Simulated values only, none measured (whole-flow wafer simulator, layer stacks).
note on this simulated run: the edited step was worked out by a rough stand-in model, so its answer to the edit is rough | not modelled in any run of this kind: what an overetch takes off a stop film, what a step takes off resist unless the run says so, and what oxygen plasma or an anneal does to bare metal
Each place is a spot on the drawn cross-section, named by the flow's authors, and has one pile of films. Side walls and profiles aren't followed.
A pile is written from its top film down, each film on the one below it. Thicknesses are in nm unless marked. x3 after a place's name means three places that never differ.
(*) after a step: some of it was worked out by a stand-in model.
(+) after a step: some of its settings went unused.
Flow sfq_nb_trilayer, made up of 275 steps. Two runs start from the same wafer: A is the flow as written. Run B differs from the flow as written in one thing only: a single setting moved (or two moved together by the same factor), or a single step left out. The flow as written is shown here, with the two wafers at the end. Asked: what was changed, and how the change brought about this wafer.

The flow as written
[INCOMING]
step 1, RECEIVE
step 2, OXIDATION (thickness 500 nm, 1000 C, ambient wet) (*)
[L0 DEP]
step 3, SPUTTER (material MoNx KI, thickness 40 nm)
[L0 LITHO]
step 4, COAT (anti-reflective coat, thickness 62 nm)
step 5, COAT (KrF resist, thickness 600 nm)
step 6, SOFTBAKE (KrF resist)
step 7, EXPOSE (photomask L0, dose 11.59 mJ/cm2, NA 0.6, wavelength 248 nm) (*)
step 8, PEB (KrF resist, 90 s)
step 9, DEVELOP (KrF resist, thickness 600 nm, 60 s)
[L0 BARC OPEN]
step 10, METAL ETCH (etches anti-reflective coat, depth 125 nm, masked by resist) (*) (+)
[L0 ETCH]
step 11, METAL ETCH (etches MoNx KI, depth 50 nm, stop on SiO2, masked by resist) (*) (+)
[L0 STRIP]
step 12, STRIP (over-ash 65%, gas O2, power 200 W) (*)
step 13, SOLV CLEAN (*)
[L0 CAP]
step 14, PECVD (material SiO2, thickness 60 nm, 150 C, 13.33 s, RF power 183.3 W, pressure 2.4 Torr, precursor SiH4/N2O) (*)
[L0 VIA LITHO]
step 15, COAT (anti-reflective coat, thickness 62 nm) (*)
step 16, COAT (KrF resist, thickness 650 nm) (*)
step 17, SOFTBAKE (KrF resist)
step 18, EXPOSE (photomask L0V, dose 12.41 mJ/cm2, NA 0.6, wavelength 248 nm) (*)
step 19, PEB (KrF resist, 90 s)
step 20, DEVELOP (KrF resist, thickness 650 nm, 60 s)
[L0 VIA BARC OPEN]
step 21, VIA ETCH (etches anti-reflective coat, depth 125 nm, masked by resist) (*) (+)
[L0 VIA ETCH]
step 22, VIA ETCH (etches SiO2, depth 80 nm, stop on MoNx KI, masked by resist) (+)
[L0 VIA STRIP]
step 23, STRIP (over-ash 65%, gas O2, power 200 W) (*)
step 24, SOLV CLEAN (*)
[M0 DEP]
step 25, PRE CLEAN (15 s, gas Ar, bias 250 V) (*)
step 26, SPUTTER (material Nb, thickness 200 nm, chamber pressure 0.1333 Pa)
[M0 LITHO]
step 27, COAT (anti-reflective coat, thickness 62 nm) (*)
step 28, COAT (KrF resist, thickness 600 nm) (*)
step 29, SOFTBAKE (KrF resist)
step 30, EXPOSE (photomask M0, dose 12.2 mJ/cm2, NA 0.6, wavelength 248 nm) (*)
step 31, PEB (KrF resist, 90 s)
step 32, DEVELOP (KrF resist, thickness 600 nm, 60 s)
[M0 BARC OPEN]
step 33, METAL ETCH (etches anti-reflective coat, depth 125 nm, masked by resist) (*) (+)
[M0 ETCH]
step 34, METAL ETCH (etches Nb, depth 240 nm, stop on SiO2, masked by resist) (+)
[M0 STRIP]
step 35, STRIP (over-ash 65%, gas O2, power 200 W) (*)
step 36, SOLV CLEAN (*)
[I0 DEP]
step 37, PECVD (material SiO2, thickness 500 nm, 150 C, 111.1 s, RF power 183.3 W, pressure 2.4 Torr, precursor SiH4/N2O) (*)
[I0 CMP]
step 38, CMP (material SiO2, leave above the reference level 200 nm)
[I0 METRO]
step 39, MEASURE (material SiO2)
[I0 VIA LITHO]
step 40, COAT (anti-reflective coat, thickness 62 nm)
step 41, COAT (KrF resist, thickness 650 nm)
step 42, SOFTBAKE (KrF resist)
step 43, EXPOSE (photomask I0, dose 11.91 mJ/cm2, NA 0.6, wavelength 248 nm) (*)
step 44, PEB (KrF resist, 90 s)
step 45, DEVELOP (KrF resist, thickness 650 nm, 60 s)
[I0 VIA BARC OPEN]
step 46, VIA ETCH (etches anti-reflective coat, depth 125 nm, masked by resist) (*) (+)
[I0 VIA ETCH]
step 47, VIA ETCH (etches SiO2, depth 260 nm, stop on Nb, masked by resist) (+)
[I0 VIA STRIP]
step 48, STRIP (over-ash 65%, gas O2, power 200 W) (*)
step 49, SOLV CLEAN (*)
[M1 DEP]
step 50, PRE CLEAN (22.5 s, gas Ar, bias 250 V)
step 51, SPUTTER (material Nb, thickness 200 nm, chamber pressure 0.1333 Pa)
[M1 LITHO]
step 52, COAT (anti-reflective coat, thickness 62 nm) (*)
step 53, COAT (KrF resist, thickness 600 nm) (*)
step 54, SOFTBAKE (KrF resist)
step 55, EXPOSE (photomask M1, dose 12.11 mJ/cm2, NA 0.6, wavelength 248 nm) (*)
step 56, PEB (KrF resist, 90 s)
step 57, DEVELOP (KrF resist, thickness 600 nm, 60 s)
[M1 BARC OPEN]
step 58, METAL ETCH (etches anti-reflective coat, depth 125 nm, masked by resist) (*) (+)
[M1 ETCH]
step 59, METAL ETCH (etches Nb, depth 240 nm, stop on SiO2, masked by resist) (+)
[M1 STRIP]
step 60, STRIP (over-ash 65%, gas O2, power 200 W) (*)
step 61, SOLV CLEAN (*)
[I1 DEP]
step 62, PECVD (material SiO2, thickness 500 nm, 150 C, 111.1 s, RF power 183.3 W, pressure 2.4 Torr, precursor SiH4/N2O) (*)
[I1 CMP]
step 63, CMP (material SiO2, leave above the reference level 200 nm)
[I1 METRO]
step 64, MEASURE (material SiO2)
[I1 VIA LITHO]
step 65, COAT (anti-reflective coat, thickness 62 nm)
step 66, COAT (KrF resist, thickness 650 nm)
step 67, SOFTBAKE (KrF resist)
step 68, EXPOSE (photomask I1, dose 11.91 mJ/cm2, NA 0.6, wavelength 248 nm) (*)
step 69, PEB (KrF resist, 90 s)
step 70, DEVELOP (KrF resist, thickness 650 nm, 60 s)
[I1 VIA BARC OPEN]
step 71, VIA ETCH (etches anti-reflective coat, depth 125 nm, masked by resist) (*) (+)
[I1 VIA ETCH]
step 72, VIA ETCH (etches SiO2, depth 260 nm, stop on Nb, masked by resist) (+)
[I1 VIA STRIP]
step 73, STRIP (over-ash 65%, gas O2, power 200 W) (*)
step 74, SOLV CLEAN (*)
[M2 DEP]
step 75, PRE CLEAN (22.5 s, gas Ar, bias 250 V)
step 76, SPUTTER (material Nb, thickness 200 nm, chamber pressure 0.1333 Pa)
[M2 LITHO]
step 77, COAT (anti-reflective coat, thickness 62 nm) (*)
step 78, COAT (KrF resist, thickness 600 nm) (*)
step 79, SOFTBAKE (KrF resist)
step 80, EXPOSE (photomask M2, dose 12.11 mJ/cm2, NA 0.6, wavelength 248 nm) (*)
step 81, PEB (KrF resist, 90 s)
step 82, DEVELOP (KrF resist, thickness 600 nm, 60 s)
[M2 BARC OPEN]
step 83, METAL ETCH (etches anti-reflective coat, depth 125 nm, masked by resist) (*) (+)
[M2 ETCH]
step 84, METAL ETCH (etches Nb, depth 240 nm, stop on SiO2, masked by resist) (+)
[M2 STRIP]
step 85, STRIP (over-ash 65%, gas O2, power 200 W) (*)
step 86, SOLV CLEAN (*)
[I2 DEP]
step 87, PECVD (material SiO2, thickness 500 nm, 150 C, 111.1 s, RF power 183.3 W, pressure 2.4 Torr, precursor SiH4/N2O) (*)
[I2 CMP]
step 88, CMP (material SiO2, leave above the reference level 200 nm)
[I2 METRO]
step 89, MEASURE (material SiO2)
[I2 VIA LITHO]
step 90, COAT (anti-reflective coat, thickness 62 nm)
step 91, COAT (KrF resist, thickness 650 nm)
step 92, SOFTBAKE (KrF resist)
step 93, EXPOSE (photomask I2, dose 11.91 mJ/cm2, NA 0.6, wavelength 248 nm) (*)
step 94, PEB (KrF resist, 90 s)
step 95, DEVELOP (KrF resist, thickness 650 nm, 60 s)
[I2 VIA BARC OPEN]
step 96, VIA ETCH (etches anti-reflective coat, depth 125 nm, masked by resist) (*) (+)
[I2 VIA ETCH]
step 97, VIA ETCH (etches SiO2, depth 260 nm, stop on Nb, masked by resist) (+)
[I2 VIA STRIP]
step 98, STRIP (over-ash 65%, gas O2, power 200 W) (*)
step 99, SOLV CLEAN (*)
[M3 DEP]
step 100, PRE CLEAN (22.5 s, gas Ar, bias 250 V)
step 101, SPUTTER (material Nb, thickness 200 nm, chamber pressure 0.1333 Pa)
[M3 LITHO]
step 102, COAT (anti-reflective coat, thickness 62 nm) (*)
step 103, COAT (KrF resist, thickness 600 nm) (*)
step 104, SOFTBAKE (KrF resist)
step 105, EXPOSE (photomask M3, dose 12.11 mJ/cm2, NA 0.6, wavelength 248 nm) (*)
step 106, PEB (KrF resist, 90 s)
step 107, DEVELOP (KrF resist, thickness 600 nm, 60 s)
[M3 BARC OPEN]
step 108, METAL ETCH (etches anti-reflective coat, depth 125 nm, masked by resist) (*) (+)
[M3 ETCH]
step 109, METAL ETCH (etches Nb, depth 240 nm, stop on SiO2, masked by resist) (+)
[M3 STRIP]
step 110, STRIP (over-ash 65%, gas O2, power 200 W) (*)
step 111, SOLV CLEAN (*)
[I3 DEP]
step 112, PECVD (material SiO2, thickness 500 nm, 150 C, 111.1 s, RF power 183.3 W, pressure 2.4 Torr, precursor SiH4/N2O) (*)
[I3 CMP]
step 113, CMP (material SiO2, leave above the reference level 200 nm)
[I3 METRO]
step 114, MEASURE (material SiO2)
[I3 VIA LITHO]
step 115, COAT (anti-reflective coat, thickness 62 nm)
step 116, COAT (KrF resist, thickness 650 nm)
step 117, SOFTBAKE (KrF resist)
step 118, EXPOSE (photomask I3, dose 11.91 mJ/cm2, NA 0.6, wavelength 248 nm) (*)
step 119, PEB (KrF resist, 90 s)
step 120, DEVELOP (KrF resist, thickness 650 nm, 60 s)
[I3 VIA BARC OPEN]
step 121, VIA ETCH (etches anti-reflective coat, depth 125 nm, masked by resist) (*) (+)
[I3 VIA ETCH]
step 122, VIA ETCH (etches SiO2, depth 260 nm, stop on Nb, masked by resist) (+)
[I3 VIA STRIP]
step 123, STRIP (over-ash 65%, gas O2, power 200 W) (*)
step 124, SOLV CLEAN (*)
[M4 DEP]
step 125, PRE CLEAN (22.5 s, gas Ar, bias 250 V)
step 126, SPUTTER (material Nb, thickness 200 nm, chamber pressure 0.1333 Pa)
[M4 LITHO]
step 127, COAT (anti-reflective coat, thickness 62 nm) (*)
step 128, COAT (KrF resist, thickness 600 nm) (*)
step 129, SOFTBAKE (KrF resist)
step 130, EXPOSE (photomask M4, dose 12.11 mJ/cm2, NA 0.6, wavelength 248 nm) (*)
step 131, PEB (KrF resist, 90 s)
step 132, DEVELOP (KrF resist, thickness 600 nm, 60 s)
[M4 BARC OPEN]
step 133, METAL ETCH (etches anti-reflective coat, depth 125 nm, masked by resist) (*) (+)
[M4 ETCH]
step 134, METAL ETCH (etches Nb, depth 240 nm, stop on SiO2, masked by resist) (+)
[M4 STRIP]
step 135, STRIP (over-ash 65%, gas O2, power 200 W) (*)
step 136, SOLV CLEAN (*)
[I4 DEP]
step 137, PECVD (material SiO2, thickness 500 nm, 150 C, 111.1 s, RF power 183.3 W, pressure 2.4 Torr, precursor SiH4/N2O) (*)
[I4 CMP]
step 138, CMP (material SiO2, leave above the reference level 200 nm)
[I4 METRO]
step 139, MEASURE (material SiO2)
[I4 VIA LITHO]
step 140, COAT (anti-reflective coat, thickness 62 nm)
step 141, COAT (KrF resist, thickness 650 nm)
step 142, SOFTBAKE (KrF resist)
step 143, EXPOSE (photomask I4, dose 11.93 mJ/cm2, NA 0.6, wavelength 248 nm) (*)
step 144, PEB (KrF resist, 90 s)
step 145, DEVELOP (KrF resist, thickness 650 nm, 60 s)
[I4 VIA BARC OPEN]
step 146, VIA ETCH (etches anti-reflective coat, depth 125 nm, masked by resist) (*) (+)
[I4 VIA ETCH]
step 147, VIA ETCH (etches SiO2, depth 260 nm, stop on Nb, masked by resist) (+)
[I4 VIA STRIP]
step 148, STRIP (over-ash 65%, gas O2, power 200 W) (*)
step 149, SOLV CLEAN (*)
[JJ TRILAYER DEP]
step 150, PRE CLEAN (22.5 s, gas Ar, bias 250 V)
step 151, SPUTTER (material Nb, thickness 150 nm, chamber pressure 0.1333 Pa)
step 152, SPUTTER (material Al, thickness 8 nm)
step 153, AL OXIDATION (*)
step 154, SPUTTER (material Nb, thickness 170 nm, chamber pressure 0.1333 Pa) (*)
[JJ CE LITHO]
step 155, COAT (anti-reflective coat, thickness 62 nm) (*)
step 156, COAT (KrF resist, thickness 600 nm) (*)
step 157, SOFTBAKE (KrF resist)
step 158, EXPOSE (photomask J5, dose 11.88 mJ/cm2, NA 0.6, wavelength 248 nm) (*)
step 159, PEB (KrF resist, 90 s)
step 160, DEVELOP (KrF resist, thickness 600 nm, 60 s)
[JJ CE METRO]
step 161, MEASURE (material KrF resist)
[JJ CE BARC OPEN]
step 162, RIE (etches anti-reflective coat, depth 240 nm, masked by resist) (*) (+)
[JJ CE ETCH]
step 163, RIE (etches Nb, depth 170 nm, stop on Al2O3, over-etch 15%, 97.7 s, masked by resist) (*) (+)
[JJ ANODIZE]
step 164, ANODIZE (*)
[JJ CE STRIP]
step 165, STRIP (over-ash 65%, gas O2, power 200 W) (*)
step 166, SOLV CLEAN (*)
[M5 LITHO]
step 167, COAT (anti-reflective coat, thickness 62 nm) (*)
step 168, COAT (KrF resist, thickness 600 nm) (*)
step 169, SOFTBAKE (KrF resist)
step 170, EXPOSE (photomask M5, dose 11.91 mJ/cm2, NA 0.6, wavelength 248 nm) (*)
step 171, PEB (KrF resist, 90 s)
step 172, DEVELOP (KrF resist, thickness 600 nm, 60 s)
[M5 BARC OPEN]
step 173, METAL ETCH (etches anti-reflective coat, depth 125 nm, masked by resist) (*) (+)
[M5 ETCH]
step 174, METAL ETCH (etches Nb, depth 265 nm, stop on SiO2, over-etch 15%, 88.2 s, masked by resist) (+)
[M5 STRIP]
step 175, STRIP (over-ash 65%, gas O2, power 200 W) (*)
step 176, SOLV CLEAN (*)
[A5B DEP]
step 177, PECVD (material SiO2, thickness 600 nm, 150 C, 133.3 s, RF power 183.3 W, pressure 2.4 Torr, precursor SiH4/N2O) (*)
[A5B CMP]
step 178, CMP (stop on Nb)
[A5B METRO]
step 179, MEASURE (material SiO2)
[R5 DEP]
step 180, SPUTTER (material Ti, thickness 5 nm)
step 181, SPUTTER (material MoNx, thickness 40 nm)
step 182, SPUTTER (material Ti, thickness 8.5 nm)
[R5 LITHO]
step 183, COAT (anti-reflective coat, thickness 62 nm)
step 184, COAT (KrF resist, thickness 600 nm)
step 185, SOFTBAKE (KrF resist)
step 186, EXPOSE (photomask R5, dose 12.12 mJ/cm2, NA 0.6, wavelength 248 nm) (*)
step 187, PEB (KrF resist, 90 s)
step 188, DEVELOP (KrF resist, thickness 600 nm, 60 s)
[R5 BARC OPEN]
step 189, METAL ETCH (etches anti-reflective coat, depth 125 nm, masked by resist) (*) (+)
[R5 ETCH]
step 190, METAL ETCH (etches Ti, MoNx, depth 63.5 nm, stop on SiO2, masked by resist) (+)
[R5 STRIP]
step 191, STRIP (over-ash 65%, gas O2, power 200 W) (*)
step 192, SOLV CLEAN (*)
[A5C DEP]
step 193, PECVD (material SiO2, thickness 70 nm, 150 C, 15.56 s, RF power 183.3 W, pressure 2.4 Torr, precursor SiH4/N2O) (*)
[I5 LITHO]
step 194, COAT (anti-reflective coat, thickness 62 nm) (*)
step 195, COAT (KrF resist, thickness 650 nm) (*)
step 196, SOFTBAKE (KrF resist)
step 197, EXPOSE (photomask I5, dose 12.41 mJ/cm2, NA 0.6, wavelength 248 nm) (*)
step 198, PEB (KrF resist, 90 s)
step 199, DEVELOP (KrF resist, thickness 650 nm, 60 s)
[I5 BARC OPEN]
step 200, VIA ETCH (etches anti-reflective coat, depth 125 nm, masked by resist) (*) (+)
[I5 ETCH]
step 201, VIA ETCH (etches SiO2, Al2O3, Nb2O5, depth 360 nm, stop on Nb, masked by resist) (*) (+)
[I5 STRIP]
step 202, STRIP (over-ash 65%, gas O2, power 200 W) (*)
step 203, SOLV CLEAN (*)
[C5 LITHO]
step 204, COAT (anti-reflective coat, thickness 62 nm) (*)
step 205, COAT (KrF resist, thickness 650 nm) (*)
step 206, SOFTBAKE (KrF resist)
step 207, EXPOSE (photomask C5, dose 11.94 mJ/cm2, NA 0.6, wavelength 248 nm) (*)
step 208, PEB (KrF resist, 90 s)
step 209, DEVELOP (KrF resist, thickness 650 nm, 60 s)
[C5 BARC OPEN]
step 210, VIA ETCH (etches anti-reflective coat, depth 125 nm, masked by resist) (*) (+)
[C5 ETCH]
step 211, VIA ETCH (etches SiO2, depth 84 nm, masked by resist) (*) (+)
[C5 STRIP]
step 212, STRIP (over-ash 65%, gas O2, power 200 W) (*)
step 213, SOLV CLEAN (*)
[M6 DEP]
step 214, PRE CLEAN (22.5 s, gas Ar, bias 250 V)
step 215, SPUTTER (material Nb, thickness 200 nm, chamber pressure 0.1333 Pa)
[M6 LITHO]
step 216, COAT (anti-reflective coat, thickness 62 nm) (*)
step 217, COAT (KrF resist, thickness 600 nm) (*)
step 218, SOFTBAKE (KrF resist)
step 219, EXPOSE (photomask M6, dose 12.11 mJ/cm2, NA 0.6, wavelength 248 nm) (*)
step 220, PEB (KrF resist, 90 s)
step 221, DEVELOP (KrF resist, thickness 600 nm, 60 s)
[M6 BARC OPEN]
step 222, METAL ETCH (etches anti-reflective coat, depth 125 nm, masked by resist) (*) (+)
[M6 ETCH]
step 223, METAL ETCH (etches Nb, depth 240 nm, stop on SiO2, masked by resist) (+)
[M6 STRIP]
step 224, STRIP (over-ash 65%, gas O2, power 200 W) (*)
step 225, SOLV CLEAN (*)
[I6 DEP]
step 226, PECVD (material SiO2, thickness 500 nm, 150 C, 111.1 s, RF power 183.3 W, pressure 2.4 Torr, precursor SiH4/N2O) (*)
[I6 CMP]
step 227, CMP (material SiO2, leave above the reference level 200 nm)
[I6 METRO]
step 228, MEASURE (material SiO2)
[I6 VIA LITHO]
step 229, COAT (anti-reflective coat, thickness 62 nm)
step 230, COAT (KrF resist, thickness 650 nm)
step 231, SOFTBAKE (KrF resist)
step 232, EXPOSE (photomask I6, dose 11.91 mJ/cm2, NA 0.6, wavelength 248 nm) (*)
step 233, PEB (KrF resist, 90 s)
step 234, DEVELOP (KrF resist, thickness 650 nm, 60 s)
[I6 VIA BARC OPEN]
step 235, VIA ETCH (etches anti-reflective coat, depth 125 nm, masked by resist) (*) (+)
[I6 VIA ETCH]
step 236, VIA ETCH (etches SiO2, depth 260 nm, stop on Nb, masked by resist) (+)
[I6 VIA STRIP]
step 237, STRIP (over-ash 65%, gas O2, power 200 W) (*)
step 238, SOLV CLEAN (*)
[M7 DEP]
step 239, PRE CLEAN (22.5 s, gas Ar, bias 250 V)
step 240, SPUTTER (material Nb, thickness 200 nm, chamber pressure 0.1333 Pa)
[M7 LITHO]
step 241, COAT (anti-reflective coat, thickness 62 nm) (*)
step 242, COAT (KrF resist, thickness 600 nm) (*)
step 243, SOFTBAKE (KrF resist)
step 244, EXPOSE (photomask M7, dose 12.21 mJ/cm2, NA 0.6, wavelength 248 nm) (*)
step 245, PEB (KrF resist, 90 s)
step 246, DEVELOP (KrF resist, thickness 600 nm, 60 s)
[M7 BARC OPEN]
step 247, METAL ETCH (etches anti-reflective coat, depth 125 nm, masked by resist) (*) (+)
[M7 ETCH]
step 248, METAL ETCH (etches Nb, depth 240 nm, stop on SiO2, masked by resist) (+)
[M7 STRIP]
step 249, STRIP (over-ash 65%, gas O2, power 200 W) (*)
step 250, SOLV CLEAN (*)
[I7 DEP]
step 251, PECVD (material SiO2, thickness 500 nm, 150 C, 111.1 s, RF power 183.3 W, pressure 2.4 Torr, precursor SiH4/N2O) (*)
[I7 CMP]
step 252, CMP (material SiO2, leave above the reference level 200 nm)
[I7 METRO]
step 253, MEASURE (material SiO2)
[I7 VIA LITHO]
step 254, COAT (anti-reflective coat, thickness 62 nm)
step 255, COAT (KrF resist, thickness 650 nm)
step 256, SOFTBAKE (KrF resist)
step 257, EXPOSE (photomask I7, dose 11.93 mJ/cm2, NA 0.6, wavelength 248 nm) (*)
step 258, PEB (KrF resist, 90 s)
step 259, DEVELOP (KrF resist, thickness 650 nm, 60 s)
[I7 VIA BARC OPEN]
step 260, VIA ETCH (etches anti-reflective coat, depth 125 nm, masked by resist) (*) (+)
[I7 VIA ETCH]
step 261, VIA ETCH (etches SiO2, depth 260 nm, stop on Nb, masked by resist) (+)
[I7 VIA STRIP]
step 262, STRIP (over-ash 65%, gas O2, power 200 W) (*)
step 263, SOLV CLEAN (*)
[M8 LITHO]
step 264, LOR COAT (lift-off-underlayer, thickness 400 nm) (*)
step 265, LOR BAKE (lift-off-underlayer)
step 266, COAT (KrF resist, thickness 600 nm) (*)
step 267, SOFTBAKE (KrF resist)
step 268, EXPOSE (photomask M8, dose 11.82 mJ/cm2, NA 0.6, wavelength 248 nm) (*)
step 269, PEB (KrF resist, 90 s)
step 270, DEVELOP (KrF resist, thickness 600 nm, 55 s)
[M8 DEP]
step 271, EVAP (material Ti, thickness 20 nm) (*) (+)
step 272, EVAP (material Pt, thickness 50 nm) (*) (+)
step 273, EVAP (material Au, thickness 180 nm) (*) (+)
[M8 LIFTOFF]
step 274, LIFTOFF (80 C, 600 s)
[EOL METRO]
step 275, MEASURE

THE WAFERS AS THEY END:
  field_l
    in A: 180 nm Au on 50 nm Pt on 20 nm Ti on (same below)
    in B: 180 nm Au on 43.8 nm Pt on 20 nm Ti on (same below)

What caused this: step 272, EVAP: thickness 43.8 nm was run, whereas the flow has thickness 50 nm.
One can read it off the wafer: field_l has Pt 43.8, and step 272 as written asks for 50 nm.

How this came from the change, step by step:
  step 272, EVAP (material Pt, thickness 50 nm) (*) (+)
      field_l, v_sur, via_wl and 103 more: A +50 Pt (new film) | B +43.8 Pt (new film)
  step 274, LIFTOFF (80 C, 600 s)
      p4_fl, p4_fm, p4_w1 and 71 more: A -180 Au (all of it), -50 Pt (all of it), -20 Ti (all of it), -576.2 KrF resist (all of it), -400 lift-off-underlayer (all of it) | B -180 Au (all of it), -43.8 Pt (all of it), -20 Ti (all of it), -576.2 KrF resist (all of it), -400 lift-off-underlayer (all of it)
      c5j, ce_r: A -180 Au (all of it), -50 Pt (all of it), -20 Ti (all of it), -573.3 KrF resist (all of it), -399.3 lift-off-underlayer (all of it) | B -180 Au (all of it), -43.8 Pt (all of it), -20 Ti (all of it), -573.3 KrF resist (all of it), -399.3 lift-off-underlayer (all of it)
      (and at 19 other places as well)
